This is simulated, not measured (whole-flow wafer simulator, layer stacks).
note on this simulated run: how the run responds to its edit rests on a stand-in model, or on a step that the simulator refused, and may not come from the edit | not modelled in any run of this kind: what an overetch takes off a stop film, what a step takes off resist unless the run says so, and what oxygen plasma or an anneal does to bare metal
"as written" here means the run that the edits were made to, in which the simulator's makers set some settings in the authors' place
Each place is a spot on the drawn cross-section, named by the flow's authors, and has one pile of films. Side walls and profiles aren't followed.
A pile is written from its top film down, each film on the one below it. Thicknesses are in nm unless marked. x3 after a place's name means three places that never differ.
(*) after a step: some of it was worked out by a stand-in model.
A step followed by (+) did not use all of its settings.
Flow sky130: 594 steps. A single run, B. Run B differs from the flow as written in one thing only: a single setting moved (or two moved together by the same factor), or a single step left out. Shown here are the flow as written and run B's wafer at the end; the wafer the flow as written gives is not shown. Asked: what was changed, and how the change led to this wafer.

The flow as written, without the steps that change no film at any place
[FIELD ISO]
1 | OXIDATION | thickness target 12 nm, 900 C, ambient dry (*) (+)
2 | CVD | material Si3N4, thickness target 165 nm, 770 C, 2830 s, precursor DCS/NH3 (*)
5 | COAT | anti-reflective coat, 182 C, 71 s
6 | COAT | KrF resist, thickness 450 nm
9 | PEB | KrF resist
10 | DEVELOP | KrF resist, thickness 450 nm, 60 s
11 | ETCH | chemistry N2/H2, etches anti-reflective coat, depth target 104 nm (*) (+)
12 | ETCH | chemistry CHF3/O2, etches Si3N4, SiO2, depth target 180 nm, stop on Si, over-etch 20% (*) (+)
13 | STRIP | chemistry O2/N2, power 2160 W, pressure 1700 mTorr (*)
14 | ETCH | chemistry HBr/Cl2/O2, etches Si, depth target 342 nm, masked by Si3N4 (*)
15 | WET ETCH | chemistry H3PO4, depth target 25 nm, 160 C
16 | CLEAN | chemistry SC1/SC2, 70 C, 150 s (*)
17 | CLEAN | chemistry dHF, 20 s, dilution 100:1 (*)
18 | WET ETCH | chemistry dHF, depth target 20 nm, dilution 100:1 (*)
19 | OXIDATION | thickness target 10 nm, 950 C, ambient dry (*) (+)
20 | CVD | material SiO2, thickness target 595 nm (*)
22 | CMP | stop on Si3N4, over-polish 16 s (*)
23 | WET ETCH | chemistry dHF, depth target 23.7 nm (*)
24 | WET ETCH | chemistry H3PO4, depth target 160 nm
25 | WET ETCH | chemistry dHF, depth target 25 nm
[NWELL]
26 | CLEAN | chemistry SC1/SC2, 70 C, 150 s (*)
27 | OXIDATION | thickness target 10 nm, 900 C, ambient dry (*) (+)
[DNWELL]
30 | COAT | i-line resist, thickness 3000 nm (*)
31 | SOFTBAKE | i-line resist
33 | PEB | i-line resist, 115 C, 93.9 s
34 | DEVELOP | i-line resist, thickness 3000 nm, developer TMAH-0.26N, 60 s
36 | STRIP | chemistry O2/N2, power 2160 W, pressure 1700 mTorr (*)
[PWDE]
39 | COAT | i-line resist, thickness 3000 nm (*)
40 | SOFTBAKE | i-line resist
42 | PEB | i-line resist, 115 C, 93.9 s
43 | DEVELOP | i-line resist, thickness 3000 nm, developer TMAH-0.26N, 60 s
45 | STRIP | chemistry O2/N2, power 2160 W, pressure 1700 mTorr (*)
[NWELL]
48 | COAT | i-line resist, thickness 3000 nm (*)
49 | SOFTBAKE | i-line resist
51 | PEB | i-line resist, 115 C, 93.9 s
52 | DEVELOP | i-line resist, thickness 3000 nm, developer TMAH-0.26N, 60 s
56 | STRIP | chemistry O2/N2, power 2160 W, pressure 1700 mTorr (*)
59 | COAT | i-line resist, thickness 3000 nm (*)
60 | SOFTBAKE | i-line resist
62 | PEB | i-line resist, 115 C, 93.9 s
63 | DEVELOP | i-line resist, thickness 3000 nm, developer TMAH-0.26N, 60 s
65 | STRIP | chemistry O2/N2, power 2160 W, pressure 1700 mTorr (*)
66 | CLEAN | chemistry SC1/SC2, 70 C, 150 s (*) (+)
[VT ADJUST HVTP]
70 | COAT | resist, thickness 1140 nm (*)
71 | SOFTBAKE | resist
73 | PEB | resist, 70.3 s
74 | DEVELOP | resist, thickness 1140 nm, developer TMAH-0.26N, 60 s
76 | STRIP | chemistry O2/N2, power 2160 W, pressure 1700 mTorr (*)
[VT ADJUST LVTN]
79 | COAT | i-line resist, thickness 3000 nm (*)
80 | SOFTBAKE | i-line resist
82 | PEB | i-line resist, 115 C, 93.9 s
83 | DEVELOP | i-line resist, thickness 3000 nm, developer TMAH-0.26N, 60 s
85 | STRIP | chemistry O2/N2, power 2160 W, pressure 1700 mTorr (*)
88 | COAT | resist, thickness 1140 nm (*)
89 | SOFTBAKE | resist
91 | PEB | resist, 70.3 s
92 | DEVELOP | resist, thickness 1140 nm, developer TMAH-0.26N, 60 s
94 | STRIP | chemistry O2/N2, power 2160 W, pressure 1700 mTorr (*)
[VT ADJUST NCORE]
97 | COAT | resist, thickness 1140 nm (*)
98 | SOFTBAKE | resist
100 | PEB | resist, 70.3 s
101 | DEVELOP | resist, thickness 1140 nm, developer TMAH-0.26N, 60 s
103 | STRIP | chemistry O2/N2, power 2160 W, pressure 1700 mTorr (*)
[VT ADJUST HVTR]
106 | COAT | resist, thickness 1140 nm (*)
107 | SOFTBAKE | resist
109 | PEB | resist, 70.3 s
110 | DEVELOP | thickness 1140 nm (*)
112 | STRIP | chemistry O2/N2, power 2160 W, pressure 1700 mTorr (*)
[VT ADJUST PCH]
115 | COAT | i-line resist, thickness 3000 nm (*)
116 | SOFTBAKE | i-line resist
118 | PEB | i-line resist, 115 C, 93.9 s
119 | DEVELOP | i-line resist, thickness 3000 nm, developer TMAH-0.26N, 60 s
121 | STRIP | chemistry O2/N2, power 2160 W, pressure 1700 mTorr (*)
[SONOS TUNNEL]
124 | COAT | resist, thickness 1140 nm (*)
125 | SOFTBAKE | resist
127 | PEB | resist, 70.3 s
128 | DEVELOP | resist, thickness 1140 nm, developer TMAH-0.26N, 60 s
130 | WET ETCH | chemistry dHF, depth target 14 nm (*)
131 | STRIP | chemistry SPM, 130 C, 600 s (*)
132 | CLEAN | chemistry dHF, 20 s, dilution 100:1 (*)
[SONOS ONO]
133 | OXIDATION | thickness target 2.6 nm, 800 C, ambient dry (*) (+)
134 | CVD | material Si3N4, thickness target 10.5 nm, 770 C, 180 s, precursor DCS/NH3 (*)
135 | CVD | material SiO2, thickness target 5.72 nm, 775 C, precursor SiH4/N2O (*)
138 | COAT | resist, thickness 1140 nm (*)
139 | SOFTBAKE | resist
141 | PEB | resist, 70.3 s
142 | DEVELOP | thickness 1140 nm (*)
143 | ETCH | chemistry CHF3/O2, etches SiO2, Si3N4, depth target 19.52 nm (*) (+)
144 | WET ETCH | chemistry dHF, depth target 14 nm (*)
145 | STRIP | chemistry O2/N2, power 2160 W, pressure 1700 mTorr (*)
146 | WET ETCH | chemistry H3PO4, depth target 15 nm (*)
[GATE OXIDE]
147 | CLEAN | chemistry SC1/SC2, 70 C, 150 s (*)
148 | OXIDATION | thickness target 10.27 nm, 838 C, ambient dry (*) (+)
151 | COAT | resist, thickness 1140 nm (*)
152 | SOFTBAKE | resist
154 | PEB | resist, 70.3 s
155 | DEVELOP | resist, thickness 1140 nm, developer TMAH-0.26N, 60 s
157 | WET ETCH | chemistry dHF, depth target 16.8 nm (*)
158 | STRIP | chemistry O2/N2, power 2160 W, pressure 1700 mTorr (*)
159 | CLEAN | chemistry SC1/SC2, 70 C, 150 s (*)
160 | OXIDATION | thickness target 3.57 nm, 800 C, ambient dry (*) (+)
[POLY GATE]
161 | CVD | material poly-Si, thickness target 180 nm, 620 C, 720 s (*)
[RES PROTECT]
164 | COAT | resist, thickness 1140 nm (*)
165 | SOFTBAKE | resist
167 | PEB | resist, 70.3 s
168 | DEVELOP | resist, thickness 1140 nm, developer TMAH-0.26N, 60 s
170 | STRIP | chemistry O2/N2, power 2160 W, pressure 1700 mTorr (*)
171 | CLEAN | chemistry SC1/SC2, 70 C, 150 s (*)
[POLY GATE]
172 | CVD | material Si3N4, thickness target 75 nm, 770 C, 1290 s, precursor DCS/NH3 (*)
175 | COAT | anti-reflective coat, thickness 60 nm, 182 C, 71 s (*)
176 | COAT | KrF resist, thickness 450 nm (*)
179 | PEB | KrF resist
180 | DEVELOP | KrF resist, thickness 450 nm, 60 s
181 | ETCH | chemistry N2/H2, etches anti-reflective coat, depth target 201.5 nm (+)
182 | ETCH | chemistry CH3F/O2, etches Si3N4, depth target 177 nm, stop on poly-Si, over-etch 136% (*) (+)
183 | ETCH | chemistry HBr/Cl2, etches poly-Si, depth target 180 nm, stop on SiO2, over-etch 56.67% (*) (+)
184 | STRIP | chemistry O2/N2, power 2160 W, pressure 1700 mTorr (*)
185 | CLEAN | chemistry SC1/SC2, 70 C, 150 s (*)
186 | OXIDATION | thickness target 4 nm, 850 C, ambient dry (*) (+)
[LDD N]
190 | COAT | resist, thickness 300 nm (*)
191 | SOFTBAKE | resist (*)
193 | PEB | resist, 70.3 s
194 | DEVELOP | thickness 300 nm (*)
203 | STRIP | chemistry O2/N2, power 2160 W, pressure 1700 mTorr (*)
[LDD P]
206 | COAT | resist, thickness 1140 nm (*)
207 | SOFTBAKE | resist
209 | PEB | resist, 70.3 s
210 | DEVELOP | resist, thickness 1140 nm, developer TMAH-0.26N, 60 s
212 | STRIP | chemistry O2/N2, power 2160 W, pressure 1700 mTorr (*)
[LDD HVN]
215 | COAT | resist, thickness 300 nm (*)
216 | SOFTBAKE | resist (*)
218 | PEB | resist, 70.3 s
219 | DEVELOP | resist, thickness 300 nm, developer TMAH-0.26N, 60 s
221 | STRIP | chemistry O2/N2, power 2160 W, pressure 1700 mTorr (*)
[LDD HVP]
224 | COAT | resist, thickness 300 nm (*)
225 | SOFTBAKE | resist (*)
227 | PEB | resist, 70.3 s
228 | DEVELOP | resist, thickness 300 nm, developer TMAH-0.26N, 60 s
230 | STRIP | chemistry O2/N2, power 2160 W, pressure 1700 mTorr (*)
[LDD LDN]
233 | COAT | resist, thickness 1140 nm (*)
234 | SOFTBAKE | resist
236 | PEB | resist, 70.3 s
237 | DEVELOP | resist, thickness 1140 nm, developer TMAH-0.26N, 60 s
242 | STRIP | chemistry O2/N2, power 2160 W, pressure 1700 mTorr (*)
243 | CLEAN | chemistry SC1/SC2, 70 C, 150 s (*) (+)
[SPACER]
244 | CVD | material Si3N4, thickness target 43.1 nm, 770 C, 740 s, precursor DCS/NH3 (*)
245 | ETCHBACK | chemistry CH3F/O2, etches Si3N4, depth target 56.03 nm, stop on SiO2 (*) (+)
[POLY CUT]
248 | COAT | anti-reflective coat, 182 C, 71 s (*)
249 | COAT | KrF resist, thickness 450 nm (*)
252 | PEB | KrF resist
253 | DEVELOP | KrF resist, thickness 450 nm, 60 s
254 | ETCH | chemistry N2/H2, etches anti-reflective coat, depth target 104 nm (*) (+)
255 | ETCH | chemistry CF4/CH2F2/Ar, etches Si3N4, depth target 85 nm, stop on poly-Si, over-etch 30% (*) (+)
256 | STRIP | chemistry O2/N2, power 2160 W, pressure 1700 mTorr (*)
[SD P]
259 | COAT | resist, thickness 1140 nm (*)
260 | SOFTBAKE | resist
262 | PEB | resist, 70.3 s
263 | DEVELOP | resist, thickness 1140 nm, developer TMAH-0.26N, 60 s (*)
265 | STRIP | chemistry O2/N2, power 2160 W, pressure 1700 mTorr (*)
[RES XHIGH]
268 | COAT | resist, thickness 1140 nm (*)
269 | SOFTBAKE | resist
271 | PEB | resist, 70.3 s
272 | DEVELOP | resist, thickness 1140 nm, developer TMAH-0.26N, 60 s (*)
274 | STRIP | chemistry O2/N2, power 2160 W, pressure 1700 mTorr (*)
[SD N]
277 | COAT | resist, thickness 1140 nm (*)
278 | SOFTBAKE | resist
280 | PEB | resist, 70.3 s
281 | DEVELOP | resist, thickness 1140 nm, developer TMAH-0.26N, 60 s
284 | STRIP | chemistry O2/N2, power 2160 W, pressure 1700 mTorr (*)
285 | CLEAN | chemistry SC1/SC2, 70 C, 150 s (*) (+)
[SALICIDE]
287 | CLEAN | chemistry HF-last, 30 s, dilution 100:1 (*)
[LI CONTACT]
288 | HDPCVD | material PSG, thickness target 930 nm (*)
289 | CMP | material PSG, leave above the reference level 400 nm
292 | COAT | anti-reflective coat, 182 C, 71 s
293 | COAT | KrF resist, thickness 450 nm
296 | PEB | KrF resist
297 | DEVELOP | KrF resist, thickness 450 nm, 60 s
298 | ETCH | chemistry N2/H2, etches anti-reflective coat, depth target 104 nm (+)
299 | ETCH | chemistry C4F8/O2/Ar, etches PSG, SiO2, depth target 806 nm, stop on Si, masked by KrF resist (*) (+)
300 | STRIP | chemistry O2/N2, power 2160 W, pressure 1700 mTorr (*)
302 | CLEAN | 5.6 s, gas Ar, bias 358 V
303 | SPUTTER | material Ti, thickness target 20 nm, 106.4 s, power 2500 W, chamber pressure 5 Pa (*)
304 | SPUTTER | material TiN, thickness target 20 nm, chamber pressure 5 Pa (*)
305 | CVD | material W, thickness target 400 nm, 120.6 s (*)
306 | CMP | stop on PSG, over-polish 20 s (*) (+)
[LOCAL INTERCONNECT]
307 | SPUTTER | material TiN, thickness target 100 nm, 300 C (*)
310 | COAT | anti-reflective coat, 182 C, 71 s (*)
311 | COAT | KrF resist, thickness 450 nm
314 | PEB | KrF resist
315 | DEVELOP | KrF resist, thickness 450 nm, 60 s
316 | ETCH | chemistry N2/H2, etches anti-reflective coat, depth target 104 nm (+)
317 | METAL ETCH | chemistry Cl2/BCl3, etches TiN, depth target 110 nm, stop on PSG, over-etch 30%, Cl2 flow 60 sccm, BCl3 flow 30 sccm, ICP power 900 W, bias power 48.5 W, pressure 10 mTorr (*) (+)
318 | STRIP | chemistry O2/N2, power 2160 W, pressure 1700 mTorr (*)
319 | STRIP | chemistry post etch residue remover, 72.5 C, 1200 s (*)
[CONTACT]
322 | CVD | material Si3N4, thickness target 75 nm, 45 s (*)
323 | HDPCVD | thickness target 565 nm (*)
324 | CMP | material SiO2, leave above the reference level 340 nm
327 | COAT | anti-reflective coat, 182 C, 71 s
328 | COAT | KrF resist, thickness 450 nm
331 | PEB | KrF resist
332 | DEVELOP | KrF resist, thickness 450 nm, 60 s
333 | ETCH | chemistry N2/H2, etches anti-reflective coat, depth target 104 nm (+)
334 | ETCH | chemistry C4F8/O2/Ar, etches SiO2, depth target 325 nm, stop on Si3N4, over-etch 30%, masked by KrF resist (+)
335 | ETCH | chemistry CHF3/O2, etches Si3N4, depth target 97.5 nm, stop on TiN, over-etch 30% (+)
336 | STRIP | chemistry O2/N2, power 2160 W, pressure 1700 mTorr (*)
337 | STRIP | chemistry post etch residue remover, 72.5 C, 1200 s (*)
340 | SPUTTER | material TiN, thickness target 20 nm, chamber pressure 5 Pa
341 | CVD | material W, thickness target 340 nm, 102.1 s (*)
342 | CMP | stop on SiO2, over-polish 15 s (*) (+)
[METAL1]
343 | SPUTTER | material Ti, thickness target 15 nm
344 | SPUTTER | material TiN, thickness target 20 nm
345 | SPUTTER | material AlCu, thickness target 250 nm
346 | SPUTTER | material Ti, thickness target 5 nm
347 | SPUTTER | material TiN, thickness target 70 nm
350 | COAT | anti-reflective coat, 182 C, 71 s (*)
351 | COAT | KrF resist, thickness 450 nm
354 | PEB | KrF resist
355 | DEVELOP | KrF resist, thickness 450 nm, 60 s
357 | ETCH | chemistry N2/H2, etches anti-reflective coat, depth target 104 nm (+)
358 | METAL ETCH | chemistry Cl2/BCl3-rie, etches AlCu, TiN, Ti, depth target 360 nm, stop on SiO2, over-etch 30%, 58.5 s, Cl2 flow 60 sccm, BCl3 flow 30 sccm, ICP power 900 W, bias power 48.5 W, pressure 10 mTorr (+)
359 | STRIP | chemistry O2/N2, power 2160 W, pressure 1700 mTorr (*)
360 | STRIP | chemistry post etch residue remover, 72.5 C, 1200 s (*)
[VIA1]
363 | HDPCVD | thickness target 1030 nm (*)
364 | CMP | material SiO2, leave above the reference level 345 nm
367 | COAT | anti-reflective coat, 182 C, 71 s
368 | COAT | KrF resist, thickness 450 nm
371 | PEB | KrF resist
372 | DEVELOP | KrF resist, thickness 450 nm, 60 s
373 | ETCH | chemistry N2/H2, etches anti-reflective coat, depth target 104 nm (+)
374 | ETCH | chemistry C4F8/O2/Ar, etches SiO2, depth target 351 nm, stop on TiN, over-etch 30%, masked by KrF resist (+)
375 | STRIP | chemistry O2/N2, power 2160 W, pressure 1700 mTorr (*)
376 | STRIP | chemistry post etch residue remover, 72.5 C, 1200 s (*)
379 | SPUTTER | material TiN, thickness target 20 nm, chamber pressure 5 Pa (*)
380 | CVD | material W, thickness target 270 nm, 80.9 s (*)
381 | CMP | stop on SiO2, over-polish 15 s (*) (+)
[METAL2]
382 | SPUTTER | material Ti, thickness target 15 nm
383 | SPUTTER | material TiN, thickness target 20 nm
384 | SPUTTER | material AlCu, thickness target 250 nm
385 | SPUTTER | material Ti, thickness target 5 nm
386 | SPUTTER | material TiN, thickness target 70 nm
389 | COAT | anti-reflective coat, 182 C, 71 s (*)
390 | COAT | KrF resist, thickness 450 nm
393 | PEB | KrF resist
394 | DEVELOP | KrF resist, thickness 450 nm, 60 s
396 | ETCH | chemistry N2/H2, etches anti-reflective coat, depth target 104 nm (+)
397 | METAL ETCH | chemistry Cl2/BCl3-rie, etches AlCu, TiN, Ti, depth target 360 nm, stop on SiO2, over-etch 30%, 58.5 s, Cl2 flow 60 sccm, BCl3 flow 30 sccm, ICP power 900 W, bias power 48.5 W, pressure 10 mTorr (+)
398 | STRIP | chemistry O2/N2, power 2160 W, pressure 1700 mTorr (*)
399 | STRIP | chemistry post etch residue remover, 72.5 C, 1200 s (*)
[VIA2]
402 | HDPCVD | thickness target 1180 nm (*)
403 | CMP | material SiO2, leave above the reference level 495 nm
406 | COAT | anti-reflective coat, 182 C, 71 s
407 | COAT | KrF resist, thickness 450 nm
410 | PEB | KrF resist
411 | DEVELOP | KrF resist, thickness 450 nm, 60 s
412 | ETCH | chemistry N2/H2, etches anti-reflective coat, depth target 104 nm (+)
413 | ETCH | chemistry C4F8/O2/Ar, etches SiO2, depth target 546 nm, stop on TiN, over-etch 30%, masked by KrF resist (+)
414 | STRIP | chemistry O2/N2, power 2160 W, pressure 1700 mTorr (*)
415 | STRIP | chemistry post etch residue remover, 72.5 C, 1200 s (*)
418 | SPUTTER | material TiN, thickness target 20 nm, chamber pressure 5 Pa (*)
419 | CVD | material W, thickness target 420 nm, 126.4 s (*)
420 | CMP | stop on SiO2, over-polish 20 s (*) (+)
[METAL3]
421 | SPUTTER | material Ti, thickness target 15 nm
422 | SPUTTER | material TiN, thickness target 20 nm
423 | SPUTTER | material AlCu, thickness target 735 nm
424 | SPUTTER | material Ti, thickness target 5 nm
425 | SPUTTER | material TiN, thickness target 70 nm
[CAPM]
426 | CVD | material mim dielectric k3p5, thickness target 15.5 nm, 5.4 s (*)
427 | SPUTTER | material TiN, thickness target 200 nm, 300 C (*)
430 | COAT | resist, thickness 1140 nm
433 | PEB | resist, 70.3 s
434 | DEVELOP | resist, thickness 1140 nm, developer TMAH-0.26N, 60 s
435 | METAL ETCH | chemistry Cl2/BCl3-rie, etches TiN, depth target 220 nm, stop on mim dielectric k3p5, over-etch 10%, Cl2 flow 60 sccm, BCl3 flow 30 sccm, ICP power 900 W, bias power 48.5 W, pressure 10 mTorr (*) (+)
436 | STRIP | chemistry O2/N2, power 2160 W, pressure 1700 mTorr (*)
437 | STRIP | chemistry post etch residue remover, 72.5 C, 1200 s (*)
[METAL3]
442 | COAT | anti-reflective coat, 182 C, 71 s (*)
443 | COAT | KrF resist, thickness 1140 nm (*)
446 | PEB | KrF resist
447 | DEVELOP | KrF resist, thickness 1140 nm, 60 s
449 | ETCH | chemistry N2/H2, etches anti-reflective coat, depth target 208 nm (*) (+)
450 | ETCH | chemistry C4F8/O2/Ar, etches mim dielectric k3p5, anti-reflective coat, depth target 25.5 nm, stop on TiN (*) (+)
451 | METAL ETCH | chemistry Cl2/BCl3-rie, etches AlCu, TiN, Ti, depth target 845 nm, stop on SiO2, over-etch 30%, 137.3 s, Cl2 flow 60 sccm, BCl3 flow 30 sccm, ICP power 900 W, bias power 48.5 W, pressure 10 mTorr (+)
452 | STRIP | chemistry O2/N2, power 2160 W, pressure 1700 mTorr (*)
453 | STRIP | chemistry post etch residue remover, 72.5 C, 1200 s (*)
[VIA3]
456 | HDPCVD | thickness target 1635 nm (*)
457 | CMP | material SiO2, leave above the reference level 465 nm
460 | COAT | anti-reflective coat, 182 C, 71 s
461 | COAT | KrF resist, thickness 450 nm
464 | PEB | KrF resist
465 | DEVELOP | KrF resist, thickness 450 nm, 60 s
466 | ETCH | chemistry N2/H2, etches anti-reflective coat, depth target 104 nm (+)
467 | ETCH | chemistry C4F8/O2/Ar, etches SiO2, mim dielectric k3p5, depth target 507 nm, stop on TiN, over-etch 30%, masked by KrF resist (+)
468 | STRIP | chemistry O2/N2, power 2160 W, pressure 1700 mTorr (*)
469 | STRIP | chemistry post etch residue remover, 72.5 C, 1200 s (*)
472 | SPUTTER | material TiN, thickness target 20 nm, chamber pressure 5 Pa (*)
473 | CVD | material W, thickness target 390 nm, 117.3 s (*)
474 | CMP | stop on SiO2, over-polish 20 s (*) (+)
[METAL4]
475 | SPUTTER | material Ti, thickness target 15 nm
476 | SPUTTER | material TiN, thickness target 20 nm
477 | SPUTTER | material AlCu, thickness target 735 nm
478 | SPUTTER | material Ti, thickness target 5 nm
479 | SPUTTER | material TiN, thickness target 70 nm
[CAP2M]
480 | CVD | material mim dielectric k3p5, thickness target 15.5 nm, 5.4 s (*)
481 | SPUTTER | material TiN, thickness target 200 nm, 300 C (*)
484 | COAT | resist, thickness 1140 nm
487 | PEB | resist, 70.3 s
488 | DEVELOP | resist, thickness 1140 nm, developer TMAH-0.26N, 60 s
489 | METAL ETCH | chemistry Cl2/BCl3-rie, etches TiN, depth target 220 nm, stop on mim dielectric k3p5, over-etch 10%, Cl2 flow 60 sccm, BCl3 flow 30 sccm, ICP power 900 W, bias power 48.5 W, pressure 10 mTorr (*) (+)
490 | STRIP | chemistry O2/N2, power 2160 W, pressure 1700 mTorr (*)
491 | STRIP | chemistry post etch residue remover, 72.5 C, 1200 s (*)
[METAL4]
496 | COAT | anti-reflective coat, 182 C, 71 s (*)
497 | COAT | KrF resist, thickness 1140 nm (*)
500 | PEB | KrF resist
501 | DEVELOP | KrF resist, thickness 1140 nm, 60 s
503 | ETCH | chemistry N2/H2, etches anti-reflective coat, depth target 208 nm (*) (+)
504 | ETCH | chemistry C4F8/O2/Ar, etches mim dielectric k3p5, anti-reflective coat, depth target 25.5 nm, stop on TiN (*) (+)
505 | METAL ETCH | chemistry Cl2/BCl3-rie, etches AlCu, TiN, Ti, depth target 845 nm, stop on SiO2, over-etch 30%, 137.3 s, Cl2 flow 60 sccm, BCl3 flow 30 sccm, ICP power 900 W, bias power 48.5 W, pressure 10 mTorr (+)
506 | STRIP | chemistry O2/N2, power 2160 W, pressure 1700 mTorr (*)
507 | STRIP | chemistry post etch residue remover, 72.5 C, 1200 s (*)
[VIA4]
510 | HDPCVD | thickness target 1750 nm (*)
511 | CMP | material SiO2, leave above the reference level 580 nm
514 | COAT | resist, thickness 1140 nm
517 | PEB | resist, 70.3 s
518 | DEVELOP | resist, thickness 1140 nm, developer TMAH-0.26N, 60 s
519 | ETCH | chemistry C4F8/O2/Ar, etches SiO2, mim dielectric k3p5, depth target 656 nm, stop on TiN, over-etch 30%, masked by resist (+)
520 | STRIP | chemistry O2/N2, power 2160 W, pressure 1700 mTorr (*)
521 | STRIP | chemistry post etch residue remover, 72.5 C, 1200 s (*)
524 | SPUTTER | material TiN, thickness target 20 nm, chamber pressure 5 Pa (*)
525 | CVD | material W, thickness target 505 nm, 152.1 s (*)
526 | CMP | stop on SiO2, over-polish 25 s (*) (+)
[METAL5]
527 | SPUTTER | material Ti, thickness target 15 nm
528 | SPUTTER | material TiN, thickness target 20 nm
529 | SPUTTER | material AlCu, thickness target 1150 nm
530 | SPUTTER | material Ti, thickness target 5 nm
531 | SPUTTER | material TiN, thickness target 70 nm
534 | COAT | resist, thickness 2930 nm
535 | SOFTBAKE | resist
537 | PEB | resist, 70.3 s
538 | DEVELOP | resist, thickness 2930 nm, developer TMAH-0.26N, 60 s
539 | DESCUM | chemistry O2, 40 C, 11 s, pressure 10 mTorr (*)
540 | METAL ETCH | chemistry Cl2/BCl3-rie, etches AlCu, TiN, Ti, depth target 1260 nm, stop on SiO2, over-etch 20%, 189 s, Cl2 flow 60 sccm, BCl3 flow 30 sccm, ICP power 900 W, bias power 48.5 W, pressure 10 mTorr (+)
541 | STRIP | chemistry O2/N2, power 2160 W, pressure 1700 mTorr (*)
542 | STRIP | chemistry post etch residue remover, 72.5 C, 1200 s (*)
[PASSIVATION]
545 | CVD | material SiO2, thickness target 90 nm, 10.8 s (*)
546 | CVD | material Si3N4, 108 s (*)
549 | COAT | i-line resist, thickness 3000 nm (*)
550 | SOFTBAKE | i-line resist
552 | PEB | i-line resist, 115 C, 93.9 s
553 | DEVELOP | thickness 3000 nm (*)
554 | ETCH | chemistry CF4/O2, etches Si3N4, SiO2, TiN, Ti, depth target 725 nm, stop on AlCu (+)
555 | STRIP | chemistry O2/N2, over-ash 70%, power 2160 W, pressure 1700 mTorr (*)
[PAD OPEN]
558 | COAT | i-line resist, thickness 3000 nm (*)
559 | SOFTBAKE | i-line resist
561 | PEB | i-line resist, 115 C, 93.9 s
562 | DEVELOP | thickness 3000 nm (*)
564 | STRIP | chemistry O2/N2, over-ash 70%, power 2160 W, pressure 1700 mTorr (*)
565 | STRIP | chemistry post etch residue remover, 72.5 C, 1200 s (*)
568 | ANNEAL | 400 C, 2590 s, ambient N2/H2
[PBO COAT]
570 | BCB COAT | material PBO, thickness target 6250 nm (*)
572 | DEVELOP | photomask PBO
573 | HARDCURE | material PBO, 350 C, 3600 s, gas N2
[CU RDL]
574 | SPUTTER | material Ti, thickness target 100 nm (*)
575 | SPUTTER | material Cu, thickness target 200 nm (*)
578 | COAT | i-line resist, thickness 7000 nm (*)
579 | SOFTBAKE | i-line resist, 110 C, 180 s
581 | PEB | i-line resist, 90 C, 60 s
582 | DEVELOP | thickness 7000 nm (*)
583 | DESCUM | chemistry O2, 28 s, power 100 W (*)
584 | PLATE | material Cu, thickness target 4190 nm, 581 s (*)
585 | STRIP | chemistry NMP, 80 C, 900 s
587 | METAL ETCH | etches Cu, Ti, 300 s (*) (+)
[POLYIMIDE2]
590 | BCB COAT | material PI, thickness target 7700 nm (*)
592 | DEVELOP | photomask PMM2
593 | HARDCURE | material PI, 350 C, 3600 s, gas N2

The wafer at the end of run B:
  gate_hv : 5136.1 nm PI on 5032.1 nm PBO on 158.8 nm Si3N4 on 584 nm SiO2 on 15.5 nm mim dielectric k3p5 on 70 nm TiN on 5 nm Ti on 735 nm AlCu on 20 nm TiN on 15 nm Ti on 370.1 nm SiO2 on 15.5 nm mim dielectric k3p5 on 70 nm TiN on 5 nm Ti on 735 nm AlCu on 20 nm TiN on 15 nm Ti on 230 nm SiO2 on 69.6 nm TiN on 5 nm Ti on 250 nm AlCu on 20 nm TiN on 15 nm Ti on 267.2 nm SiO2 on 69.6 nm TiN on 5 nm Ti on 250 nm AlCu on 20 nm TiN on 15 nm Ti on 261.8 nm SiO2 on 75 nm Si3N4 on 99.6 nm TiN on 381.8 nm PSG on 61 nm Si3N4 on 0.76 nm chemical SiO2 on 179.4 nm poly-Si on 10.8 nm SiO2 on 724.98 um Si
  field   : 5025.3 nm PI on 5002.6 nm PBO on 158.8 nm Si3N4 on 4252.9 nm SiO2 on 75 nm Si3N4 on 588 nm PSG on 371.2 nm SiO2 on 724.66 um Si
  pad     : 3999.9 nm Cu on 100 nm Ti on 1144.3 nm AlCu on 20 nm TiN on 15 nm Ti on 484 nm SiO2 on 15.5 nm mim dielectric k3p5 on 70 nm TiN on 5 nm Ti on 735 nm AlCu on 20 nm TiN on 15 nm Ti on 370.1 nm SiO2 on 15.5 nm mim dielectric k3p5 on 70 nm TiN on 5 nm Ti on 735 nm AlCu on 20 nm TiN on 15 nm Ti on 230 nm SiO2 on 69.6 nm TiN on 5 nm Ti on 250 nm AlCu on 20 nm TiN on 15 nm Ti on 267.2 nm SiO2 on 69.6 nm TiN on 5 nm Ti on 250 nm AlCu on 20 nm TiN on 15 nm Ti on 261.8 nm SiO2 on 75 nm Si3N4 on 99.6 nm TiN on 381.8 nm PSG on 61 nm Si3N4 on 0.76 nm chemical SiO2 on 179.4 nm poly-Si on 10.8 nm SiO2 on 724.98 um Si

Cause: step 403, CMP: leave above the reference level 309 nm was run, though the flow has leave above the reference level 495 nm.

Step by step, how the change led to this:
  403 | CMP | material SiO2, leave above the reference level 495 nm
      n_well, p_well, gate_hv and 101 more: SiO2 loses 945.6 (in the flow as written it would be: SiO2 loses 759.6)
      field, active, gate and 82 more: SiO2 loses 575.1 (in the flow as written it would be: SiO2 loses 389.1)
      (as well as at 2 more places)
  413 | ETCH | chemistry C4F8/O2/Ar, etches SiO2, depth target 546 nm, stop on TiN, over-etch 30%, masked by KrF resist (+)
      field, active, n_well and 186 more: KrF resist loses 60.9 (in the flow as written it would be: KrF resist loses 109.2)
      m1: SiO2 loses 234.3 (all of it) (in the flow as written it would be: SiO2 loses 420.3 (all of it))
      (as well as at 1 more place)
  414 | STRIP | chemistry O2/N2, power 2160 W, pressure 1700 mTorr (*)
      field, active, n_well and 186 more: KrF resist loses 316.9 (all of it), anti-reflective coat loses 80 (all of it) (in the flow as written it would be: KrF resist loses 268.6 (all of it), anti-reflective coat loses 80 (all of it))
  418 | SPUTTER | material TiN, thickness target 20 nm, chamber pressure 5 Pa (*)
      m1, via2_hole: TiN gains 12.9 (in the flow as written it would be: TiN gains 10.2)
  419 | CVD | material W, thickness target 420 nm, 126.4 s (*)
      m1: W gains 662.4 (new film) (in the flow as written it would be: W gains 851.1 (new film))
      via2_hole: W gains 661.9 (new film) (in the flow as written it would be: W gains 850.7 (new film))
